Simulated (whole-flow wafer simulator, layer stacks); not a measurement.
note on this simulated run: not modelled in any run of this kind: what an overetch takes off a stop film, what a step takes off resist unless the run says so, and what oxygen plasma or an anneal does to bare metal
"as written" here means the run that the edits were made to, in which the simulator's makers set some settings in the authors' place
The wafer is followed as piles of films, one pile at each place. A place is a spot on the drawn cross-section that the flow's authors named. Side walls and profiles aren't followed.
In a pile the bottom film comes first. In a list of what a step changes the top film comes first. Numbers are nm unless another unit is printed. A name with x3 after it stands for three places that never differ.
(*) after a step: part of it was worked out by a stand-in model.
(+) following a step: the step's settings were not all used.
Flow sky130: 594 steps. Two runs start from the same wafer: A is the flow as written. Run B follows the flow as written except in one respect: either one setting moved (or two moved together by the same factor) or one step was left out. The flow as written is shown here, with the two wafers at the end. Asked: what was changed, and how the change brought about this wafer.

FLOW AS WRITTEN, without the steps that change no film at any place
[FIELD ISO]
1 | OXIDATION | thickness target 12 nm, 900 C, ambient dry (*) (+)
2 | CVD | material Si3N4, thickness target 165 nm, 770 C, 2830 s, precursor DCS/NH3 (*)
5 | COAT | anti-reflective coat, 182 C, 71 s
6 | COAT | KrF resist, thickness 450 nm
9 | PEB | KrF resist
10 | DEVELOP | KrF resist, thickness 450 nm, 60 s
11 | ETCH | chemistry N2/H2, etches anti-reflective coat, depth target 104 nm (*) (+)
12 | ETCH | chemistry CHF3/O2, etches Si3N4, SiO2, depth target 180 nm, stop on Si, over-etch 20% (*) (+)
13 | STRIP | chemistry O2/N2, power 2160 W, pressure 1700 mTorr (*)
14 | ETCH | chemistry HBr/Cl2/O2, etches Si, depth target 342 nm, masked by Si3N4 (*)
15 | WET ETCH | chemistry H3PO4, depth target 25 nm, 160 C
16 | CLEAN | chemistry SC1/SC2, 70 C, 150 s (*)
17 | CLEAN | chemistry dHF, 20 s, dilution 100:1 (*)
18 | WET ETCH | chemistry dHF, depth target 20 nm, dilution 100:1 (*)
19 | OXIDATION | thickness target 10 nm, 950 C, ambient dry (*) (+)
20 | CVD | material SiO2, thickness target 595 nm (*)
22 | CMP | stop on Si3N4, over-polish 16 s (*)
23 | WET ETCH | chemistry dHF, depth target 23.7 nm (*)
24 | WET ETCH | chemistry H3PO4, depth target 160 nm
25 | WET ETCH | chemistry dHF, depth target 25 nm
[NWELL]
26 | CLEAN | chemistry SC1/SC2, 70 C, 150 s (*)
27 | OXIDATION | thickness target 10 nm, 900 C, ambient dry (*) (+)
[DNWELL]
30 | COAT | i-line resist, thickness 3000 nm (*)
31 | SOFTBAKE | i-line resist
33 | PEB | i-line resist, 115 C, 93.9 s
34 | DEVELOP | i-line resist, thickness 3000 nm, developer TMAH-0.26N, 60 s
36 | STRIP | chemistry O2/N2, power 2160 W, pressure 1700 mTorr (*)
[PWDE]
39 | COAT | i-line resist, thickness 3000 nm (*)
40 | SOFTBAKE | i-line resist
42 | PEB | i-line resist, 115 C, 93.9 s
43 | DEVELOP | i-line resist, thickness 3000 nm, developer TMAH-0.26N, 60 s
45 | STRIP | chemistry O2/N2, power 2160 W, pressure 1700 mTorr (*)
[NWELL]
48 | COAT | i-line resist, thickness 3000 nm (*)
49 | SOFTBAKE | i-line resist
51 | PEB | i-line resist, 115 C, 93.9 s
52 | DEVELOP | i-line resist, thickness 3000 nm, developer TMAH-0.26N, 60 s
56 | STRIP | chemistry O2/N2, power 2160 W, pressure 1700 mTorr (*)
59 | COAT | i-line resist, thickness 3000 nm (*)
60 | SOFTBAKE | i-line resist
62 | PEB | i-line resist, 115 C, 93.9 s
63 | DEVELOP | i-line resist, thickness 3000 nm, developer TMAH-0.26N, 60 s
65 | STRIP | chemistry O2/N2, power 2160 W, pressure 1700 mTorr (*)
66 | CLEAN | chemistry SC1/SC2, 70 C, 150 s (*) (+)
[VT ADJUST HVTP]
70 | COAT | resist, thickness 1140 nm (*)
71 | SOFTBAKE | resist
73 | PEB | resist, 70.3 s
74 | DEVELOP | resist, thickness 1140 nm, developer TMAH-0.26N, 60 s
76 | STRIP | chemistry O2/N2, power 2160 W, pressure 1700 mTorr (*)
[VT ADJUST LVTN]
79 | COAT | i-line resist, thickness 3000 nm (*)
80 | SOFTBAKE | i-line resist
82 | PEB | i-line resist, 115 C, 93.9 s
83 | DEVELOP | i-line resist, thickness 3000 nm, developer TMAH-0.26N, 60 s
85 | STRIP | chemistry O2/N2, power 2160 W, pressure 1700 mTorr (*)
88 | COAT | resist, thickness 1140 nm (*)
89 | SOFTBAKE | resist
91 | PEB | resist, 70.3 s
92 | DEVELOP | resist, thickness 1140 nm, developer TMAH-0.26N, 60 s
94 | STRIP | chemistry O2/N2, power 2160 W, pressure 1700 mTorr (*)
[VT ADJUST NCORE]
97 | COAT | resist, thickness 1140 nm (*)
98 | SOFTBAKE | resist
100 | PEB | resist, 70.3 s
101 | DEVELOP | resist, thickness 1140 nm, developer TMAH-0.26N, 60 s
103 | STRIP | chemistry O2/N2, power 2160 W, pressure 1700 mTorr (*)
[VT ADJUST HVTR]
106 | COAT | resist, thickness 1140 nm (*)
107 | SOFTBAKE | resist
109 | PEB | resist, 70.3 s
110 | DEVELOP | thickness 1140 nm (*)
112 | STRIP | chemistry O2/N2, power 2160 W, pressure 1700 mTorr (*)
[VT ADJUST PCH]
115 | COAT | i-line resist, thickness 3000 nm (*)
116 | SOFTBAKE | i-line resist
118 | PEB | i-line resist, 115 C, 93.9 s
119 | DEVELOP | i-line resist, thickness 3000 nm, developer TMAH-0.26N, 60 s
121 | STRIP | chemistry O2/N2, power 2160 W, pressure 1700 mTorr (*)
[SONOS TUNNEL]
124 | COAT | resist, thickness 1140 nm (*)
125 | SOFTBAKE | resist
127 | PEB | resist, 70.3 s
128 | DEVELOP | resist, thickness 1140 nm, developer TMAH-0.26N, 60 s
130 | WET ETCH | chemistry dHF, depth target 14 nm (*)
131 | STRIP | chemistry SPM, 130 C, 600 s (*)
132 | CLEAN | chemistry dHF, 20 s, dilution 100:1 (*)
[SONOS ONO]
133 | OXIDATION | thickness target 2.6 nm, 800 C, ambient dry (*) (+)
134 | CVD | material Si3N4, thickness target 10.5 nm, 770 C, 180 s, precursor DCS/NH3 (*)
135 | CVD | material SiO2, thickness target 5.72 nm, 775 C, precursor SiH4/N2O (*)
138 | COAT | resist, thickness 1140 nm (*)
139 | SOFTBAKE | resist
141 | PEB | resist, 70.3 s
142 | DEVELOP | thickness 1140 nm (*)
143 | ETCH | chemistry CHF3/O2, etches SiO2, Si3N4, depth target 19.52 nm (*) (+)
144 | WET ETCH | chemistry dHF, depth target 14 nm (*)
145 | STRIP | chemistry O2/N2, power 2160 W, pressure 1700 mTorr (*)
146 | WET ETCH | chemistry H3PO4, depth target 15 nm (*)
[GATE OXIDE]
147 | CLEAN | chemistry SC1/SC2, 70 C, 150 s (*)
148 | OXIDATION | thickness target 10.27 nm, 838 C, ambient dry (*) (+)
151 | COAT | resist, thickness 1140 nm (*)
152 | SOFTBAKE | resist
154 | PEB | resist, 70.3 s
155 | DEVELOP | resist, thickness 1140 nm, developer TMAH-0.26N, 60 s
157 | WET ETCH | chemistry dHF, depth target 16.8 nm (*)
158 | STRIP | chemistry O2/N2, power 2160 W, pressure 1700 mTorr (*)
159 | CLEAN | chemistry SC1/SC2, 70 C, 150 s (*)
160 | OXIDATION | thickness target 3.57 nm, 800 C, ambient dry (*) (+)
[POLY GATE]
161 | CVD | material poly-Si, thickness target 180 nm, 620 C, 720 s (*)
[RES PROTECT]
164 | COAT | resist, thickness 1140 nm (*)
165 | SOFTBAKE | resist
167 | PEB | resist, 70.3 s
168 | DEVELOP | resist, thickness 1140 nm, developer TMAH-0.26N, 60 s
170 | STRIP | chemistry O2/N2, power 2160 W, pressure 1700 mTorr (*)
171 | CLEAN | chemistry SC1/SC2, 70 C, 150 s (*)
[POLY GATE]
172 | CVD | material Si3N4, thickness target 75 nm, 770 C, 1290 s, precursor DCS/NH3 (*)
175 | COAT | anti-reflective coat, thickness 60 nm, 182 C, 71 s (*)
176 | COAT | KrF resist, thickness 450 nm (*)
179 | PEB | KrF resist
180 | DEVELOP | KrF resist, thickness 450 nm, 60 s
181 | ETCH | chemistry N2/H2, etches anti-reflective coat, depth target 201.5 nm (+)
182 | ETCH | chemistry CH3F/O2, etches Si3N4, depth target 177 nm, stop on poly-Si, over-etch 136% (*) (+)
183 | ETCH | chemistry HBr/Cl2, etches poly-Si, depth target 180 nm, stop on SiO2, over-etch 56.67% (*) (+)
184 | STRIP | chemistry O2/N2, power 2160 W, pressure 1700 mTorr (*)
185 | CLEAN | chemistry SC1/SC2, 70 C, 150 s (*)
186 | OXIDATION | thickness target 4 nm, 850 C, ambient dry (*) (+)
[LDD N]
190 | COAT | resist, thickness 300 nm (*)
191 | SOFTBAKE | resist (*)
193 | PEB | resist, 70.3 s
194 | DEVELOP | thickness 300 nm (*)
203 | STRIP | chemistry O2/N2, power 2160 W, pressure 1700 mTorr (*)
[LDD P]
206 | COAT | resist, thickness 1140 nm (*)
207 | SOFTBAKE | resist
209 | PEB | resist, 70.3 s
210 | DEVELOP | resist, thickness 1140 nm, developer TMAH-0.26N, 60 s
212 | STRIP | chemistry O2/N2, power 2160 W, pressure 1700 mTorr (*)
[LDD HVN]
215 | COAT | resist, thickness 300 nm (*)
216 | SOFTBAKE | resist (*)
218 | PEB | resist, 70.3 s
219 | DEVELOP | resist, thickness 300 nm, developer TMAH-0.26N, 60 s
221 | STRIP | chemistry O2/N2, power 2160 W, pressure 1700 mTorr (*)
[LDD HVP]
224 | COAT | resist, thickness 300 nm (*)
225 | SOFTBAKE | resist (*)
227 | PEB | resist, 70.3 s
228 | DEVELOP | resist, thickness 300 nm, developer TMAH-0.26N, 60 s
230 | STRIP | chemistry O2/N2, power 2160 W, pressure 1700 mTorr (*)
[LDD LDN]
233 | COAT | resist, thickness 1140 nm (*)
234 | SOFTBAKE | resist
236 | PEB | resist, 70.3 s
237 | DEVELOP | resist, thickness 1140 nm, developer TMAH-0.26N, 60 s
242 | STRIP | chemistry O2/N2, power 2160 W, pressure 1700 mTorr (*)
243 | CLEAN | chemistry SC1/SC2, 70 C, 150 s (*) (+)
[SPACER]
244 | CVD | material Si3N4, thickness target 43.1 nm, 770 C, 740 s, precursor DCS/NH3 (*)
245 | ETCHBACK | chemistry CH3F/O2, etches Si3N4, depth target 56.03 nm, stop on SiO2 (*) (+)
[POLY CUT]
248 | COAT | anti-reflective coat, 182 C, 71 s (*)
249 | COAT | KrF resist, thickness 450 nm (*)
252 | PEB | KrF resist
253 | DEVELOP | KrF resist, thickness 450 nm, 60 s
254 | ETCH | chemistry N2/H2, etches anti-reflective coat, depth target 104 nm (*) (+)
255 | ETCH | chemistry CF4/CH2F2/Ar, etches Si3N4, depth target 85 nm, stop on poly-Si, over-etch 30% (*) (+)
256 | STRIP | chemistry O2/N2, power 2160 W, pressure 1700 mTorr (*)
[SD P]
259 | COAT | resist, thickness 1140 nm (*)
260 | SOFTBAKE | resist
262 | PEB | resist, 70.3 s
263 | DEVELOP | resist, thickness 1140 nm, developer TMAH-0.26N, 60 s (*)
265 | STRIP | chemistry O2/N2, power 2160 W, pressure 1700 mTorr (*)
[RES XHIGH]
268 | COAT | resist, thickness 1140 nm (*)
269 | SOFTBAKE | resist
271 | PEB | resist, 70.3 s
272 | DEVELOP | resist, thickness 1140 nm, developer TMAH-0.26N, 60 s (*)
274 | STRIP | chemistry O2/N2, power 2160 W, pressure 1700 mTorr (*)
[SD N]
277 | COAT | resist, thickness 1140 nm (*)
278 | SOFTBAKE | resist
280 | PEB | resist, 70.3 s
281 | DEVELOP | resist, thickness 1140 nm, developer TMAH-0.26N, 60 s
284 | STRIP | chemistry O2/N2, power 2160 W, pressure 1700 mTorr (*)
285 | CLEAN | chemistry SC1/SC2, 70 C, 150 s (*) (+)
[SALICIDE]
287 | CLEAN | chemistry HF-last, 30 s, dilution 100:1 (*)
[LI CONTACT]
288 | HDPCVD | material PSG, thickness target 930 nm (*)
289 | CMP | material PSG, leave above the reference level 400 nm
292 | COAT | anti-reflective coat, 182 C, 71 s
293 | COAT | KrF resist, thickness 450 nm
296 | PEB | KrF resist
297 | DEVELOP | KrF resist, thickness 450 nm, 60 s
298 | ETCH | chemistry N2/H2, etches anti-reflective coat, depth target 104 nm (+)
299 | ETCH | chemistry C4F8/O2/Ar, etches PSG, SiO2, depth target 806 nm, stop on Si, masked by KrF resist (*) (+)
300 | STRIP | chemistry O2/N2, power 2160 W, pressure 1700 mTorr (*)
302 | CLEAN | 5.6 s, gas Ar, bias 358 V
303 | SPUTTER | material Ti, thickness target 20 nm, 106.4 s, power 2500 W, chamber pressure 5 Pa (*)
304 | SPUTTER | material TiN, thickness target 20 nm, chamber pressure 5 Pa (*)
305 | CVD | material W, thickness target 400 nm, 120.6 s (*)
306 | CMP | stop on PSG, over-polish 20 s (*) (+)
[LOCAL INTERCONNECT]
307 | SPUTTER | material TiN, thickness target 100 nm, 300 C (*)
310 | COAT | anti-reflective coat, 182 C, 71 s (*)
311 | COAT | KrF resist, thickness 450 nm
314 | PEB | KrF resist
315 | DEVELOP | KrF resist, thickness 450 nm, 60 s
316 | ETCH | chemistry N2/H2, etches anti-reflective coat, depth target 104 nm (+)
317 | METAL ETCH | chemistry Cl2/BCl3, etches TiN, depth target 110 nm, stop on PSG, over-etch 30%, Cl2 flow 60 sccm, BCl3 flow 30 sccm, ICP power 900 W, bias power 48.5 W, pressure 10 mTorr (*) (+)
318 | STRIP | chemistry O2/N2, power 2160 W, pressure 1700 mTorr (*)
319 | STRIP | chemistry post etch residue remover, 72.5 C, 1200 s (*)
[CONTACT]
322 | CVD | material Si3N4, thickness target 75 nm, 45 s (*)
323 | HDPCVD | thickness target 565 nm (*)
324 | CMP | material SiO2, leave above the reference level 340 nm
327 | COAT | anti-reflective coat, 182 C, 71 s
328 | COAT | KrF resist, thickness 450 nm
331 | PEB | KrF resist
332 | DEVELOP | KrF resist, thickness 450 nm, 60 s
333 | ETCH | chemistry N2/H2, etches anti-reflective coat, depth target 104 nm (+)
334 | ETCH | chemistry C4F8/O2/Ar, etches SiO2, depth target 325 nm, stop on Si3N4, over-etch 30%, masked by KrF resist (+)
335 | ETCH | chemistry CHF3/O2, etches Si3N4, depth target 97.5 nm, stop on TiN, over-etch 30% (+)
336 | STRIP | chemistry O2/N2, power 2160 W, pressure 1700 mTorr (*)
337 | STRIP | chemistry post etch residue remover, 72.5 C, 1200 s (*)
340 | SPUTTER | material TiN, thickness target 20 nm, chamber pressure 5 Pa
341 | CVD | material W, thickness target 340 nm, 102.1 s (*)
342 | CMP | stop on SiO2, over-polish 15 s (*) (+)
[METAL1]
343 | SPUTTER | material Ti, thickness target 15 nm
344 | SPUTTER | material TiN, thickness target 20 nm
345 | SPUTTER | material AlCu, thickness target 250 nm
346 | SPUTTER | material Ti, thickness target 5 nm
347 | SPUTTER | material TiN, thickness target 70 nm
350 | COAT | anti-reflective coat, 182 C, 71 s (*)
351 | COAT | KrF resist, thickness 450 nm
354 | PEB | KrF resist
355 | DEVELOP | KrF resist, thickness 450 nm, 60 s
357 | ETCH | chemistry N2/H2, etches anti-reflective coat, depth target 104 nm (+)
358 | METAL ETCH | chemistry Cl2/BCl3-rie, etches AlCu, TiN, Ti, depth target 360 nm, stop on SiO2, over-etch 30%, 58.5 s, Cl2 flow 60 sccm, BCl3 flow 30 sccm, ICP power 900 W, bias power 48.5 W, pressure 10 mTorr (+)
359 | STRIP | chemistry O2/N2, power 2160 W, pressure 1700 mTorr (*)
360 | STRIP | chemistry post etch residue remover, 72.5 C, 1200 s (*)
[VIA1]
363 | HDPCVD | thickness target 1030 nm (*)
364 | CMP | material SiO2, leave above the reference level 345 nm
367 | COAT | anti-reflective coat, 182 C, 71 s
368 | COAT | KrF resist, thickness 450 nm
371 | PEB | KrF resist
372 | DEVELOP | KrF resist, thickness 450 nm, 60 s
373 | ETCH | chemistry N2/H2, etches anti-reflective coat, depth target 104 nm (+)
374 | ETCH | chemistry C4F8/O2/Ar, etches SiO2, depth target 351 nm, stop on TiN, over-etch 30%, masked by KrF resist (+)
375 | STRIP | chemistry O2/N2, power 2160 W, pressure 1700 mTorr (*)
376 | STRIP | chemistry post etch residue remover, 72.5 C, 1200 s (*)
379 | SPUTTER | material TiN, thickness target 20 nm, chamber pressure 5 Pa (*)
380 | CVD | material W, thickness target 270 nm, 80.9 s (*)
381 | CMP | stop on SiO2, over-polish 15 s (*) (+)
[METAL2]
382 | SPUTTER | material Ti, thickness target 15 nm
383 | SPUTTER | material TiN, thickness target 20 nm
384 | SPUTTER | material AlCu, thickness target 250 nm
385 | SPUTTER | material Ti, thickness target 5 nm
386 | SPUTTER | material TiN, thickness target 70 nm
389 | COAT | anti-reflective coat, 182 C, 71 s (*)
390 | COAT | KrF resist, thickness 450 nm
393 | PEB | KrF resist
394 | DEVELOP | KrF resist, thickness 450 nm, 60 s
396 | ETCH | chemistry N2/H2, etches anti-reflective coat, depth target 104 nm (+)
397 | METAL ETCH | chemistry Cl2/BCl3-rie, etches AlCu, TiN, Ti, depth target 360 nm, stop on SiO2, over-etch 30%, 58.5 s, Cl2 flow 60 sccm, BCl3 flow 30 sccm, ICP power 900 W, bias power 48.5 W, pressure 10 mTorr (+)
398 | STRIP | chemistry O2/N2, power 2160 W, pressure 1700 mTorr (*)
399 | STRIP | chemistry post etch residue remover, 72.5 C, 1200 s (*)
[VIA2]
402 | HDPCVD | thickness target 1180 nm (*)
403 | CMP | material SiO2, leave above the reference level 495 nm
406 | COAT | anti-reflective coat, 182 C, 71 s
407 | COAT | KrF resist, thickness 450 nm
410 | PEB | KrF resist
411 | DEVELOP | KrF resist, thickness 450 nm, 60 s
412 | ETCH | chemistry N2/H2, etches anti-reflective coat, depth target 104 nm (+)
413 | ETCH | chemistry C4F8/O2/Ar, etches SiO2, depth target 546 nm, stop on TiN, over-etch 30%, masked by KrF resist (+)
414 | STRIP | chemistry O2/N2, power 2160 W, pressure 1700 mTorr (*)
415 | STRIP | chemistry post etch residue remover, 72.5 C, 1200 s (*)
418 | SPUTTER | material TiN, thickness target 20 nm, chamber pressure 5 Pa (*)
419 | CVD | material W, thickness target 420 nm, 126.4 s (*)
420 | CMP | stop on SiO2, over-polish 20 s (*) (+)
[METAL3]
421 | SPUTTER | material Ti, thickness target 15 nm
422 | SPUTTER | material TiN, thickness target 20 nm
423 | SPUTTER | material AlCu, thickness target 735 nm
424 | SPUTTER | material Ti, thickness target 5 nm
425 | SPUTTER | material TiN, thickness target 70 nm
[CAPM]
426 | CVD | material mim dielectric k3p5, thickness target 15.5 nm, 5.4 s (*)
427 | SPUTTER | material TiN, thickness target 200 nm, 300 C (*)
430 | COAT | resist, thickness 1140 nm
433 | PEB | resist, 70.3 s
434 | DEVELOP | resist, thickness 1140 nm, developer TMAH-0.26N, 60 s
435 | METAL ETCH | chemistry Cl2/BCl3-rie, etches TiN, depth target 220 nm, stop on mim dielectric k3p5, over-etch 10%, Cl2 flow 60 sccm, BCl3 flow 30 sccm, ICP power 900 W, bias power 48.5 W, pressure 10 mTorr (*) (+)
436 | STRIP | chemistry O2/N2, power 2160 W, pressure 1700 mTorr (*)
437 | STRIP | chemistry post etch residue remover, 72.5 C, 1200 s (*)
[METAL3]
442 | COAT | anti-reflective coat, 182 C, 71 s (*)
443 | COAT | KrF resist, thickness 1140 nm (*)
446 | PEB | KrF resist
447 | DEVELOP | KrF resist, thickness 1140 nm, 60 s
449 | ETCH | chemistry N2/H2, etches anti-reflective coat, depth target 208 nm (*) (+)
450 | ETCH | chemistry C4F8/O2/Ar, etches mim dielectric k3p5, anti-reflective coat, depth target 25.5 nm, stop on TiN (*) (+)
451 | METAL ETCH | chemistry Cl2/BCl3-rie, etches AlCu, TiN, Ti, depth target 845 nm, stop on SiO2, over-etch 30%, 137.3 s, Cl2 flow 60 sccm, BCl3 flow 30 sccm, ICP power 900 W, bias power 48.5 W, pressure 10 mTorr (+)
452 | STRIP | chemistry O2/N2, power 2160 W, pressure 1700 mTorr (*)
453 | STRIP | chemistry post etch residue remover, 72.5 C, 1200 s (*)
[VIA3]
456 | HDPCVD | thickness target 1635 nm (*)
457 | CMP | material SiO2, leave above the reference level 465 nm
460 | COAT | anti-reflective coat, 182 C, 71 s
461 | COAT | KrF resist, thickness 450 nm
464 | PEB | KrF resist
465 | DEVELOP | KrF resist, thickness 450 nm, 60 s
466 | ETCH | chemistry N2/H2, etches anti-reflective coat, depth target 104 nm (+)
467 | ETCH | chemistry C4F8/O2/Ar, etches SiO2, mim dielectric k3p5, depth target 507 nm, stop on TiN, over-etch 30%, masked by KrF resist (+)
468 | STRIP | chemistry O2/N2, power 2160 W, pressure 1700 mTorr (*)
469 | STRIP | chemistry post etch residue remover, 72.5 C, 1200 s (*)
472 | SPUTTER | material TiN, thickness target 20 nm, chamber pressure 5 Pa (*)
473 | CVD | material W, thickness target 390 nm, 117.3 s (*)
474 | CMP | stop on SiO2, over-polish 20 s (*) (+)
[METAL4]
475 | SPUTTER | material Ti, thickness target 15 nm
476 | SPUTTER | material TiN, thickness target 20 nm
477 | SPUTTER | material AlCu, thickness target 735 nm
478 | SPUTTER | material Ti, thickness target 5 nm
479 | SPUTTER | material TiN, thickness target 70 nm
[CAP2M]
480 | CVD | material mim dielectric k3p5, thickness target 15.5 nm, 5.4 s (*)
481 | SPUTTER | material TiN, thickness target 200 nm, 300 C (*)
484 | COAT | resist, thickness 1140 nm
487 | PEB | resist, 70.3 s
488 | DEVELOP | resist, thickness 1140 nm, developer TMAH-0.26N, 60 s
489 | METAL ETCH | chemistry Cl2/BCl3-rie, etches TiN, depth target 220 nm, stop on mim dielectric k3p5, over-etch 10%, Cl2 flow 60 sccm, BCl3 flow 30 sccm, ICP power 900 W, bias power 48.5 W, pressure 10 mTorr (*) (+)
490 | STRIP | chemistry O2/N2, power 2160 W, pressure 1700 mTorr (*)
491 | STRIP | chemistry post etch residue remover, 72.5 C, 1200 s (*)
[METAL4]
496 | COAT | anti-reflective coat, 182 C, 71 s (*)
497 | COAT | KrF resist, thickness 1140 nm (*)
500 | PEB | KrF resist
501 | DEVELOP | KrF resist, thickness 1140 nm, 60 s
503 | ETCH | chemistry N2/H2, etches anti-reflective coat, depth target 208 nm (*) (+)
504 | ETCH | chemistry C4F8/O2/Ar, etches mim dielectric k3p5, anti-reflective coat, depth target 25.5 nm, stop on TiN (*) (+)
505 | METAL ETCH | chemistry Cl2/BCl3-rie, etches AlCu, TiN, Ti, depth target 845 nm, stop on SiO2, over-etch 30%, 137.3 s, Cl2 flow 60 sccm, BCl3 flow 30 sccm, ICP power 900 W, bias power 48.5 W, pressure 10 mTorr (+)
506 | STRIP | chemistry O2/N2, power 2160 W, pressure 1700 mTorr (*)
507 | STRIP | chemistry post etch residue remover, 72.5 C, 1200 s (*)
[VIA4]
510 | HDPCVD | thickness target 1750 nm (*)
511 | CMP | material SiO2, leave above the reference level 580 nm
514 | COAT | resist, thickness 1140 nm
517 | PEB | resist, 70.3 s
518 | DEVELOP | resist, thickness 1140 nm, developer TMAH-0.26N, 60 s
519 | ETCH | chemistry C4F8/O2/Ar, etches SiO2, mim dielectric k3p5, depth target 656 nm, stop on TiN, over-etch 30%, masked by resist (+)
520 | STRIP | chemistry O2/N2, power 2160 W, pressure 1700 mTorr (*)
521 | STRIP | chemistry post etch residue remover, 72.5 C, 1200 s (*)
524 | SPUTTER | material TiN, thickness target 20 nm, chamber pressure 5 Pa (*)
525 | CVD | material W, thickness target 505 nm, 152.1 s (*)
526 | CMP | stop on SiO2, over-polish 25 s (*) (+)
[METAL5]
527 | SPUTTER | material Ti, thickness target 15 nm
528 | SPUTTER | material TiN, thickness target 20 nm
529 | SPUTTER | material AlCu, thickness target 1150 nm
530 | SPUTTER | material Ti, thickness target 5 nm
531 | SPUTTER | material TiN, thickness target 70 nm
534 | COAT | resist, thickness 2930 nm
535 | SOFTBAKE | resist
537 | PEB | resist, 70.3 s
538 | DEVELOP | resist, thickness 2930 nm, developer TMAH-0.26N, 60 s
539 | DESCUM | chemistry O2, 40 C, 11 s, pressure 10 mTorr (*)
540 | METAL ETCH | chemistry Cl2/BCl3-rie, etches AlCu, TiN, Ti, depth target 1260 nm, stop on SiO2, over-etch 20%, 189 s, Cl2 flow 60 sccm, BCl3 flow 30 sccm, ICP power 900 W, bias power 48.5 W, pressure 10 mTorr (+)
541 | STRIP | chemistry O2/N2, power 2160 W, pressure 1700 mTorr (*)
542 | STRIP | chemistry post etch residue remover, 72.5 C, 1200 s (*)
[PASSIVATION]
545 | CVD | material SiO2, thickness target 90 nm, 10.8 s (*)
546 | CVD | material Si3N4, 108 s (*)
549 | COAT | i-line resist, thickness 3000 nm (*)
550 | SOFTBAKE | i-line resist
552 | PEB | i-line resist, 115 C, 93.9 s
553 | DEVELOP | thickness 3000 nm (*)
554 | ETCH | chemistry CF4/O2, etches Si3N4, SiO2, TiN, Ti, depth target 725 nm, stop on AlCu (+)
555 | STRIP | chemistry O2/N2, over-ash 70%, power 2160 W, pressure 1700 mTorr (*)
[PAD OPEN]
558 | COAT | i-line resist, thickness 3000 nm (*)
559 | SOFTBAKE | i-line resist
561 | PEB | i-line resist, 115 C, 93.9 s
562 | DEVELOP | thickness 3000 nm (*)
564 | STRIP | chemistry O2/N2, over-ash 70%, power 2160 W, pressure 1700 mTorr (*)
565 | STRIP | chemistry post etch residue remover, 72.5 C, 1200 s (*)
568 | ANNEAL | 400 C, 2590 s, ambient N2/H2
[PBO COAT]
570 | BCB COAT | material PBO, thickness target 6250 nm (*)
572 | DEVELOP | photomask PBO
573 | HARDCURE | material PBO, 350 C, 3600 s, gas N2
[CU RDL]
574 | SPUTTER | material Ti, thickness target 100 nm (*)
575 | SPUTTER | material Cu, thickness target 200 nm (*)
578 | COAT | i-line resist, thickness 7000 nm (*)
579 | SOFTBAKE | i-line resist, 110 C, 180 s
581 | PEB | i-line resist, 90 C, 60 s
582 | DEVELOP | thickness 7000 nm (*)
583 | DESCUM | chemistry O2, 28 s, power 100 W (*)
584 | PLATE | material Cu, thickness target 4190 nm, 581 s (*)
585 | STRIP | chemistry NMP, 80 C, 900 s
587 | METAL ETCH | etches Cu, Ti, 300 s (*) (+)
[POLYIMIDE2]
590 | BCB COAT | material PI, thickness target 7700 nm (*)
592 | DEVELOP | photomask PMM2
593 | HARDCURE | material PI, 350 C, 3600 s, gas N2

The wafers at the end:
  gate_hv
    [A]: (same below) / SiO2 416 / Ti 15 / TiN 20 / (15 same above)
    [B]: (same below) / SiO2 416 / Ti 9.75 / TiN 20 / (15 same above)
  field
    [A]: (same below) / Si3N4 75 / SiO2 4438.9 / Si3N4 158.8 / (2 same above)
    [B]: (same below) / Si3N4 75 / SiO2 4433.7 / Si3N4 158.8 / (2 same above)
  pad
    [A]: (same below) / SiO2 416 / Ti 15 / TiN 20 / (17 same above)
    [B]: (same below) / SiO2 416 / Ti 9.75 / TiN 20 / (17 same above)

Cause: step 421, SPUTTER: thickness target 9.75 nm was run, though the flow has thickness target 15 nm.
The wafer itself shows it: gate_hv has Ti 9.75, and step 421 as written asks for 15 nm.

Step by step, how the change led to this:
  421 | SPUTTER | material Ti, thickness target 15 nm
      field, active, n_well and 188 more: A Ti gains 15 (new film) | B Ti gains 9.75 (new film)
  451 | METAL ETCH | chemistry Cl2/BCl3-rie, etches AlCu, TiN, Ti, depth target 845 nm, stop on SiO2, over-etch 30%, 137.3 s, Cl2 flow 60 sccm, BCl3 flow 30 sccm, ICP power 900 W, bias power 48.5 W, pressure 10 mTorr (+)
      field, gate, spacer and 68 more: A TiN loses 70 (all of it), Ti loses 5 (all of it), AlCu loses 735 (all of it), TiN loses 20 (all of it), Ti loses 15 (all of it), SiO2 loses 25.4 | B TiN loses 70 (all of it), Ti loses 5 (all of it), AlCu loses 735 (all of it), TiN loses 20 (all of it), Ti loses 9.75 (all of it), SiO2 loses 25.9
      active, vpp_ln, vpp_iso2 and 11 more: A TiN loses 70 (all of it), Ti loses 5 (all of it), AlCu loses 735 (all of it), TiN loses 20 (all of it), Ti loses 15 (all of it), SiO2 loses 25.3 | B TiN loses 70 (all of it), Ti loses 5 (all of it), AlCu loses 735 (all of it), TiN loses 20 (all of it), Ti loses 9.75 (all of it), SiO2 loses 25.9
